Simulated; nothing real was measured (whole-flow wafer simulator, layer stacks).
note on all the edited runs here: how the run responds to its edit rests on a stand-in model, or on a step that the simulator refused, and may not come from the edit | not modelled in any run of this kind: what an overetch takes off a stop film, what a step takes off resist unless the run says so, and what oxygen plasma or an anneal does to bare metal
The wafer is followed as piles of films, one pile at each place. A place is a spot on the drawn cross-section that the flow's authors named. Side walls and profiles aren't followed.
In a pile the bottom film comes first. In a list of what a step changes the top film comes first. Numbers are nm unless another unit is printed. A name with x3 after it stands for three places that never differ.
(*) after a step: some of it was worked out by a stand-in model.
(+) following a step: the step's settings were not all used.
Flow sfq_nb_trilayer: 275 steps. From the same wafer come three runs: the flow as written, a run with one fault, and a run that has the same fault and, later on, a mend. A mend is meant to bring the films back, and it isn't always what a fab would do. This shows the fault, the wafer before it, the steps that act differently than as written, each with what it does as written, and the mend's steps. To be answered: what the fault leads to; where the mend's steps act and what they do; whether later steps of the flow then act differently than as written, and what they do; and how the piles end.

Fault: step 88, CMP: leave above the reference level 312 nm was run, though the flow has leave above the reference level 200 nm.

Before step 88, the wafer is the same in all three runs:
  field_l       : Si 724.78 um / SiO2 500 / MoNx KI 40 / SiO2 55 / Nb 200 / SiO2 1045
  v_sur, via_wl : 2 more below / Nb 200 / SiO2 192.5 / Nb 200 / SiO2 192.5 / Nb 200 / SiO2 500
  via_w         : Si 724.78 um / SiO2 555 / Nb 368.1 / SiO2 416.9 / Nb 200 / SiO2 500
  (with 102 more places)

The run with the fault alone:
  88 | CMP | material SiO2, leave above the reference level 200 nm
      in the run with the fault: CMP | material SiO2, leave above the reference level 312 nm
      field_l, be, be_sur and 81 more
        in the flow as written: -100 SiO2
        in the run with the fault: nothing
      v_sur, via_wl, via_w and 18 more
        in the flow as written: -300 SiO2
        in the run with the fault: -188 SiO2
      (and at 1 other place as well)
  Later steps of the flow acting differently than as written (6 other steps are not shown; they differ only slightly, by no more than 2% or 0.5 nm, whichever is larger):
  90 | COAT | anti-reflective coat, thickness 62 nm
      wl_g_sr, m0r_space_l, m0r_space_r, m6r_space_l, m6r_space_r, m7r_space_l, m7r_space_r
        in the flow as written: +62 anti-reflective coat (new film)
        in the run with the fault: +63.7 anti-reflective coat (new film)
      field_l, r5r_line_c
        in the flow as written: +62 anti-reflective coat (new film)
        in the run with the fault: +63.9 anti-reflective coat (new film)
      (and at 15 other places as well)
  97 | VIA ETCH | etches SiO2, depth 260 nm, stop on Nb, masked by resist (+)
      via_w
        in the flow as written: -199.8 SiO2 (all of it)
        in the run with the fault: -260 SiO2
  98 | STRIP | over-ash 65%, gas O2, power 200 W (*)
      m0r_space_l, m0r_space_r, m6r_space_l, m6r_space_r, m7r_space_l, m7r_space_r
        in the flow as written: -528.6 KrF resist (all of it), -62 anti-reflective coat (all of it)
        in the run with the fault: -530.6 KrF resist (all of it), -63.7 anti-reflective coat (all of it)
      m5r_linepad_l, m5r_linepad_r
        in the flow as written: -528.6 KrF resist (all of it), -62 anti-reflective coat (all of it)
        in the run with the fault: -526.9 KrF resist (all of it), -67.5 anti-reflective coat (all of it)
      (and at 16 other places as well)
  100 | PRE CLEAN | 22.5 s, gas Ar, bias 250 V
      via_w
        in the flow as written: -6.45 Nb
        in the run with the fault: -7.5 SiO2
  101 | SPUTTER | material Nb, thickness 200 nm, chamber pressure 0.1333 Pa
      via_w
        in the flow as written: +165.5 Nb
        in the run with the fault: +152.6 Nb (new film)
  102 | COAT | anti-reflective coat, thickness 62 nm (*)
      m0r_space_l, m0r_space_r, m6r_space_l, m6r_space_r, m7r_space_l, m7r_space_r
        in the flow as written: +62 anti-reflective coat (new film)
        in the run with the fault: +63.5 anti-reflective coat (new film)
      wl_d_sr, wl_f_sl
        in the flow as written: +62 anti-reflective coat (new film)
        in the run with the fault: +64 anti-reflective coat (new film)
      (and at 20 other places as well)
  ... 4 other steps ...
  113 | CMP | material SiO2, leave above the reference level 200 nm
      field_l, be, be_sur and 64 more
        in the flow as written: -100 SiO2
        in the run with the fault: -88 SiO2
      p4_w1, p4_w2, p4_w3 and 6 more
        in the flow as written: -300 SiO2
        in the run with the fault: -288 SiO2
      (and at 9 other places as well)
  The piles end different from the flow's at field_l, v_sur, via_wl and 103 more by more than 2% or 0.5 nm, whichever is larger.
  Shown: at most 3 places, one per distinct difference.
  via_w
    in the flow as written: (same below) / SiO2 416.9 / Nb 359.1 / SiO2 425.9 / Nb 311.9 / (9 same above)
    in the run with the fault: (same below) / SiO2 416.9 / Nb 200 / SiO2 44.3 / Nb 152.6 / SiO2 500.1 / Nb 311.9 / (9 same above)
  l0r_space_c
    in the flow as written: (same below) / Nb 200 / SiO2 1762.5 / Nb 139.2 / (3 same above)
    in the run with the fault: (same below) / Nb 200 / SiO2 1874.5 / Nb 139.2 / (3 same above)
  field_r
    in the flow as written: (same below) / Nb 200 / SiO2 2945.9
    in the run with the fault: (same below) / Nb 200 / SiO2 3057.9

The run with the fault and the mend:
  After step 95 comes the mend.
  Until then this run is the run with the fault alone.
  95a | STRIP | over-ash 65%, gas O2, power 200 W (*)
      r_sur, res, r_end and 8 more
        -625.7 KrF resist (all of it), -62.1 anti-reflective coat (all of it)
      p4_w1, p3_l3, p3_s3, p3_l4, p3_s4, p3_l5
        -625.5 KrF resist (all of it), -62.1 anti-reflective coat (all of it)
      m0r_line_l, m0r_line_r, m6r_line_l, m6r_line_r, m7r_line_l, m7r_line_r
        -627.2 KrF resist (all of it), -62.4 anti-reflective coat (all of it)
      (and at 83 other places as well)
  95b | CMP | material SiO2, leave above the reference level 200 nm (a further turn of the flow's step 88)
      field_l, be, be_sur and 81 more
        -100 SiO2
      v_sur, via_wl, via_w and 19 more
        -112 SiO2
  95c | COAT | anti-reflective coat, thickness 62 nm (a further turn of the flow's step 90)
      field_l, v_sur, via_wl and 103 more
        +62 anti-reflective coat (new film)
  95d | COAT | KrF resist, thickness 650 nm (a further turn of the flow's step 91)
      field_l, v_sur, via_wl and 103 more
        +650 KrF resist (new film)
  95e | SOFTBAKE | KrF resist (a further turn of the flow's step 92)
      does not change any film at any place that is followed
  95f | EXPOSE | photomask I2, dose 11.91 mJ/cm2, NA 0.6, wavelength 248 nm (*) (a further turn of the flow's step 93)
      does not change any film at any place that is followed
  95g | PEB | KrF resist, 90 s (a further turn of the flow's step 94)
      field_l, v_sur, via_wl and 103 more
        -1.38 KrF resist
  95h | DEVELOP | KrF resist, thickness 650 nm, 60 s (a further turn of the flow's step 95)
      field_l, v_sur, via_wl and 102 more
        -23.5 KrF resist
      via_w
        -648.6 KrF resist (all of it)
  Every later step of the flow that is run acts as written at every place that is followed.
  By the end, the piles equal the flow's at every place that both follow.
